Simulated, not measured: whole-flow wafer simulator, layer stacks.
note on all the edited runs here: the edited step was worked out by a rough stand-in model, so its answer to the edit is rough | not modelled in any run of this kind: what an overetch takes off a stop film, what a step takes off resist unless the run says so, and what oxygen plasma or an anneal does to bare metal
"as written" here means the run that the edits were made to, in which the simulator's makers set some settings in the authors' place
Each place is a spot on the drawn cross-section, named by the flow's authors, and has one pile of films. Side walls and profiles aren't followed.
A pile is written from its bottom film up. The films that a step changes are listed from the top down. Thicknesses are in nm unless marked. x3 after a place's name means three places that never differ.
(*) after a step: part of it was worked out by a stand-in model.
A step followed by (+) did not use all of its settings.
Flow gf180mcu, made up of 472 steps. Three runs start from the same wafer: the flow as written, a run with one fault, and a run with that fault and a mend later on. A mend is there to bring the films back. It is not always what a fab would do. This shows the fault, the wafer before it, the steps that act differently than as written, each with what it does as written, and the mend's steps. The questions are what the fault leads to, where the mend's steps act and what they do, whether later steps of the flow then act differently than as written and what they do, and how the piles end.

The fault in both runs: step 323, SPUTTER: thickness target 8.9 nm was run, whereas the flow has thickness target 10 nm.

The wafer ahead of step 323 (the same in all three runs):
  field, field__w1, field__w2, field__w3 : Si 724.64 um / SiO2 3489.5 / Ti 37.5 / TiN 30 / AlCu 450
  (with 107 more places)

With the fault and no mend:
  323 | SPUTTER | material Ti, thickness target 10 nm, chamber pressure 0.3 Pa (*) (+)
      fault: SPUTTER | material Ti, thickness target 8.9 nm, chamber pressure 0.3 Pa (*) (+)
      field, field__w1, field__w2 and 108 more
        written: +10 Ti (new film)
        fault: +8.9 Ti (new film)
  Steps further on in the flow that do not act as written (3 more steps, not shown, differ only slightly: by at most 2% or 0.5 nm, whichever is larger):
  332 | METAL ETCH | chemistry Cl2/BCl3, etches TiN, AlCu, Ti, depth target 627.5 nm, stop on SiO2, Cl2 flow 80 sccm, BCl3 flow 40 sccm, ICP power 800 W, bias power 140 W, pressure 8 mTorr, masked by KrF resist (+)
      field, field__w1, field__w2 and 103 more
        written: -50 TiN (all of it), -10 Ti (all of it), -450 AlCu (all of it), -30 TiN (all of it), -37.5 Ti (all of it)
        fault: -50 TiN (all of it), -8.9 Ti (all of it), -450 AlCu (all of it), -30 TiN (all of it), -37.5 Ti (all of it)
  At field__w8, contact, m1, m1__w1, m1_nw, the piles at the end differ from the flow's by more than 2% or 0.5 nm, whichever is larger.
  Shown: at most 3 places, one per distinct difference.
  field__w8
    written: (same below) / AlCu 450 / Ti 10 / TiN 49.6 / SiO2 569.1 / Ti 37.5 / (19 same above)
    fault: (same below) / AlCu 450 / Ti 8.9 / TiN 49.6 / SiO2 570.2 / Ti 37.5 / (19 same above)
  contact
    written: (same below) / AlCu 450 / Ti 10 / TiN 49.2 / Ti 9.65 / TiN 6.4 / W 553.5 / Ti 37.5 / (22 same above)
    fault: (same below) / AlCu 450 / Ti 8.9 / TiN 49.2 / Ti 9.65 / TiN 6.4 / W 554.6 / Ti 37.5 / (22 same above)

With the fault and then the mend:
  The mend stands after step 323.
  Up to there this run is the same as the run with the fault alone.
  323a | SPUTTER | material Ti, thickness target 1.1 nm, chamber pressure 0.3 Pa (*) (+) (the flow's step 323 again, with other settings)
      field, field__w1, field__w2 and 108 more
        +1.1 Ti
  None of the later steps of the flow acts differently than as written at any place that is followed.
  By the end, the piles equal the flow's at every place that both follow.
